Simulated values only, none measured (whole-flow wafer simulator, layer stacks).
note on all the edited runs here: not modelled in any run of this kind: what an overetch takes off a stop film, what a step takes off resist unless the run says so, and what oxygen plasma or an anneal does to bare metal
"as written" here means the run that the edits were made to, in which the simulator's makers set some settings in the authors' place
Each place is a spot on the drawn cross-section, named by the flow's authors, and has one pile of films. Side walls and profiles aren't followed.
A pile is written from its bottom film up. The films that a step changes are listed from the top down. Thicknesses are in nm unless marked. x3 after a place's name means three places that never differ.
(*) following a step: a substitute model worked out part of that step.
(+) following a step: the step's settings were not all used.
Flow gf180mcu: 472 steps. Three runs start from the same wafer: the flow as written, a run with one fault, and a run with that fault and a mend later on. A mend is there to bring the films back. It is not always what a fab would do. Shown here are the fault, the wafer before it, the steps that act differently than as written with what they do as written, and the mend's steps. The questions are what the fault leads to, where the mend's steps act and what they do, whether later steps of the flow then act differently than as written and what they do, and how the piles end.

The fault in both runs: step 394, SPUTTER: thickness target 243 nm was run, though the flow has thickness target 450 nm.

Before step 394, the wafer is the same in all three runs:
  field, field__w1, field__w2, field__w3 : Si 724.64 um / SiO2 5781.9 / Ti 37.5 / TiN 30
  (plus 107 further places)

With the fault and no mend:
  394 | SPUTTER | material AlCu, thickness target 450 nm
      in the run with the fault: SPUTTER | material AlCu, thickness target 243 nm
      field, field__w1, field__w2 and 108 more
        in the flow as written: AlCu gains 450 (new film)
        in the run with the fault: AlCu gains 243 (new film)
  Later steps of the flow acting differently than as written (1 more step, not shown, differs only slightly: by at most 2% or 0.5 nm, whichever is larger):
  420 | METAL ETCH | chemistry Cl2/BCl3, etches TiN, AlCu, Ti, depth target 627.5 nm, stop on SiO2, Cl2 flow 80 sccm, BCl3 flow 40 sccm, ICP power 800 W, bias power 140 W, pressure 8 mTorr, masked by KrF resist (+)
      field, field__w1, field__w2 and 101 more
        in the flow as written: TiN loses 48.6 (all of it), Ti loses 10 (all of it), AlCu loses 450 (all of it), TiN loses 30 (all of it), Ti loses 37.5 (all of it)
        in the run with the fault: TiN loses 48.6 (all of it), Ti loses 10 (all of it), AlCu loses 243 (all of it), TiN loses 30 (all of it), Ti loses 37.5 (all of it)
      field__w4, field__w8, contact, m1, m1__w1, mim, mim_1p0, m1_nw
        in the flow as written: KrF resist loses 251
        in the run with the fault: KrF resist loses 221.4
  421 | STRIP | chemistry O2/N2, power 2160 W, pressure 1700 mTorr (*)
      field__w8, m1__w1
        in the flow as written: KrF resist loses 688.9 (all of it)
        in the run with the fault: KrF resist loses 718.4 (all of it)
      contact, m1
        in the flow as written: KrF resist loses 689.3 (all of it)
        in the run with the fault: KrF resist loses 718.9 (all of it)
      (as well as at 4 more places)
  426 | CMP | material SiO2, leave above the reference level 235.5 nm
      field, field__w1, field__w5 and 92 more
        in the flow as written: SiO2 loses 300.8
        in the run with the fault: SiO2 loses 507.8
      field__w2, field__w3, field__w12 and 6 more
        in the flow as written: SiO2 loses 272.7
        in the run with the fault: SiO2 loses 489.1
  At field, field__w1, field__w2 and 109 more, the piles at the end differ from the flow's by more than 2% or 0.5 nm, whichever is larger.
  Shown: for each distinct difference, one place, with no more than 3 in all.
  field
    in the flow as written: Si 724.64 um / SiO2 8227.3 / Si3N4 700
    in the run with the fault: Si 724.64 um / SiO2 8020.3 / Si3N4 700
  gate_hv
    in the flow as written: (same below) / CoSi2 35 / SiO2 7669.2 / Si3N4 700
    in the run with the fault: (same below) / CoSi2 35 / SiO2 7462.2 / Si3N4 700
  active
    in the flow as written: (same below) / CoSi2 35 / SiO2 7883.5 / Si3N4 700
    in the run with the fault: (same below) / CoSi2 35 / SiO2 7676.5 / Si3N4 700

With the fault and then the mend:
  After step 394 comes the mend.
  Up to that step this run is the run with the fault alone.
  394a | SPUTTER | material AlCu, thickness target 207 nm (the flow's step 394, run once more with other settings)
      field, field__w1, field__w2 and 108 more
        AlCu gains 207
  Every later step of the flow that is run acts as written at every place that is followed.
  By the end, the piles equal the flow's at every place that both follow.
